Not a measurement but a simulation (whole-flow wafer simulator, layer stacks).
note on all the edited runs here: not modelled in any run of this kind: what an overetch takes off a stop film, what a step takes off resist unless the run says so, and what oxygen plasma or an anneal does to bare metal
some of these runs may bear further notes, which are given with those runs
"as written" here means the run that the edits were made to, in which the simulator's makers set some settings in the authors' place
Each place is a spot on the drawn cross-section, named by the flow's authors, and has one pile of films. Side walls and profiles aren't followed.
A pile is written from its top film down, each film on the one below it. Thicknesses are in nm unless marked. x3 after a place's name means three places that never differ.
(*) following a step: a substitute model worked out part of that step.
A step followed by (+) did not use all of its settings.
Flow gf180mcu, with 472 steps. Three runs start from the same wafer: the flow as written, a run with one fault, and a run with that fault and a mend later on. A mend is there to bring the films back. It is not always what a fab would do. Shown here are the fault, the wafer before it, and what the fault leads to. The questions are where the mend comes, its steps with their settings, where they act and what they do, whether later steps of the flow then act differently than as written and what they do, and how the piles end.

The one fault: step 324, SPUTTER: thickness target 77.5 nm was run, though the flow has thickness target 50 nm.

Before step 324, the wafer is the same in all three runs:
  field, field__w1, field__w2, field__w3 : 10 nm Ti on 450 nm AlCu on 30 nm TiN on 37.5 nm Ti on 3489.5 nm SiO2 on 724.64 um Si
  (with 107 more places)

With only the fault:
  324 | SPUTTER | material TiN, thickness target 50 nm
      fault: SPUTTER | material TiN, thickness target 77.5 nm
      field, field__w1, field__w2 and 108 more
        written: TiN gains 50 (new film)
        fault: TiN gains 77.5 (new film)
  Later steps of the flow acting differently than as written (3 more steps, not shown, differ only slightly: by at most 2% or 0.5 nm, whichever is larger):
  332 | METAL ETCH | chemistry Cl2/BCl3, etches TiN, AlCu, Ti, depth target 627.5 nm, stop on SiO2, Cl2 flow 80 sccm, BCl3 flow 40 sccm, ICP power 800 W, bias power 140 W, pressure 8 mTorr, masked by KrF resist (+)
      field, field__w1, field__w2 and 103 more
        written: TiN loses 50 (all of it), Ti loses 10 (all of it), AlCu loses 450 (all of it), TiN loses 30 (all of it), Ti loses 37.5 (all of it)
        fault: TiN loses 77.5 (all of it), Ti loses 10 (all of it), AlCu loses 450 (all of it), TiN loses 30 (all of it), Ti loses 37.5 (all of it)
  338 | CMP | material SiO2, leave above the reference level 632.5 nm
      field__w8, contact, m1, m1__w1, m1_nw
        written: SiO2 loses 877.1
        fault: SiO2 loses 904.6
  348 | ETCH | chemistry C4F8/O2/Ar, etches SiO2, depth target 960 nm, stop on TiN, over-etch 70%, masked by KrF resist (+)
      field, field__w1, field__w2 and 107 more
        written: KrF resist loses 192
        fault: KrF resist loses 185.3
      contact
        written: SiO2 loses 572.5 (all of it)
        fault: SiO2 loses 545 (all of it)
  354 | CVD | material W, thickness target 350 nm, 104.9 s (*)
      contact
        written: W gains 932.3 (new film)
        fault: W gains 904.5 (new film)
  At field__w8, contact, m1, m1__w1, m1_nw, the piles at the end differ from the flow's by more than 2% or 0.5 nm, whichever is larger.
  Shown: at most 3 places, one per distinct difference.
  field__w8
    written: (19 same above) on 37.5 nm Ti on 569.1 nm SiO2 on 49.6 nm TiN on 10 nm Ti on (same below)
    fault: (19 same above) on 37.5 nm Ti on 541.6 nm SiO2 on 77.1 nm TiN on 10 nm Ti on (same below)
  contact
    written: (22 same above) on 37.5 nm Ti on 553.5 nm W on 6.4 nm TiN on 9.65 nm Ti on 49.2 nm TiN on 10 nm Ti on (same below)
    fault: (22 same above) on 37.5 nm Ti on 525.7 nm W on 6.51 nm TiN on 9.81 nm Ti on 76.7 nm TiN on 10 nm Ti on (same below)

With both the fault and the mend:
  After step 324 comes the mend.
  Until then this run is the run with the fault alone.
  324a | METAL ETCH | chemistry Cl2/BCl3, etches TiN, AlCu, Ti, depth target 27.5 nm, Cl2 flow 80 sccm, BCl3 flow 40 sccm, ICP power 800 W, bias power 140 W, pressure 8 mTorr (the flow's step 260, run once more with other settings)
      field, field__w1, field__w2 and 108 more
        TiN loses 27.5
  None of the later steps of the flow acts differently than as written at any place that is followed.
  By the end, the piles equal the flow's at every place that both follow.
